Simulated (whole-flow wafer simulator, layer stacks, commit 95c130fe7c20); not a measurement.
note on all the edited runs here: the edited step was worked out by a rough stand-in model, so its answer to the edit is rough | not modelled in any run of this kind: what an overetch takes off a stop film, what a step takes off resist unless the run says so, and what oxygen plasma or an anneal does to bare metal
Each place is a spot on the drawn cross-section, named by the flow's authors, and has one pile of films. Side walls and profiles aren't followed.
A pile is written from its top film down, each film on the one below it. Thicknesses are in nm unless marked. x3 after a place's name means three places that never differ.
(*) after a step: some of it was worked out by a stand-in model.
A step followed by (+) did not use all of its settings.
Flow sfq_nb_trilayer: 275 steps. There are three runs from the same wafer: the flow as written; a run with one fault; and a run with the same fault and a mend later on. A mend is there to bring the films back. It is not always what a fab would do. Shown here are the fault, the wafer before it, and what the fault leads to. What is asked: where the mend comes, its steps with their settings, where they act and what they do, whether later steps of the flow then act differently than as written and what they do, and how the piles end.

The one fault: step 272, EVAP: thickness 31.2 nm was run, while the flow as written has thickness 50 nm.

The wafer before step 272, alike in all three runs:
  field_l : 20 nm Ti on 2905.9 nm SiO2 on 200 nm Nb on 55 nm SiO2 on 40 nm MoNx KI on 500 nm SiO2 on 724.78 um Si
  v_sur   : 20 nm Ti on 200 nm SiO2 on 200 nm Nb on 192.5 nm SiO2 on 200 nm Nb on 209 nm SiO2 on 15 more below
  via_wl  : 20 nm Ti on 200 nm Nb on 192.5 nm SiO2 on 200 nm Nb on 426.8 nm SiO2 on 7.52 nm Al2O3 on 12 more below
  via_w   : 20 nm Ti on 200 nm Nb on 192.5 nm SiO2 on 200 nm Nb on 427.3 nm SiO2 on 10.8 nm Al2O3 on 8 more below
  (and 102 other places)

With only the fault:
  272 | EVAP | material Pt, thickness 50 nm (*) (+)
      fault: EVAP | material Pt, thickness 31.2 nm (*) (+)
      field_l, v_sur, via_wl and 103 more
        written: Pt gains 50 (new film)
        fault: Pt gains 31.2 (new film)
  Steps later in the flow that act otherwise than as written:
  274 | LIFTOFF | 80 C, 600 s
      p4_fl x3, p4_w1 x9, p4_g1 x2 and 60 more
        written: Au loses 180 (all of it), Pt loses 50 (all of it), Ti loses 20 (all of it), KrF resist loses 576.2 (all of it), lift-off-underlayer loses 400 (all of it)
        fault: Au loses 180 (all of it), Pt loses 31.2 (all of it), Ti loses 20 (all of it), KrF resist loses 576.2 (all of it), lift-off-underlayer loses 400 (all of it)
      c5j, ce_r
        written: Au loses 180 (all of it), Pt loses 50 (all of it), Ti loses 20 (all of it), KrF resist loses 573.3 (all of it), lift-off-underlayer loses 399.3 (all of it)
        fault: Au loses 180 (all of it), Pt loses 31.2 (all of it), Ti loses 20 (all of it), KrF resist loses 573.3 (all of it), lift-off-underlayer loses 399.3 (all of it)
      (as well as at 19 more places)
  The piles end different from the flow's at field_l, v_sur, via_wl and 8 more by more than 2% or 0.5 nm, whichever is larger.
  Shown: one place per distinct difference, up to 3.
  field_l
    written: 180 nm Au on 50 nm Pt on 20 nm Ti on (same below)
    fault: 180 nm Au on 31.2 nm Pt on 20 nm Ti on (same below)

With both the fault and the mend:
  After step 272 comes the mend.
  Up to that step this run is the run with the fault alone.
  272a | EVAP | material Pt, thickness 18.8 nm (*) (+) (a further turn of the flow's step 272, with different settings)
      field_l, v_sur, via_wl and 103 more
        Pt gains 18.8
  Every later step of the flow that is run acts as written at every place that is followed.
  The piles end the same as the flow's at every place that both follow.
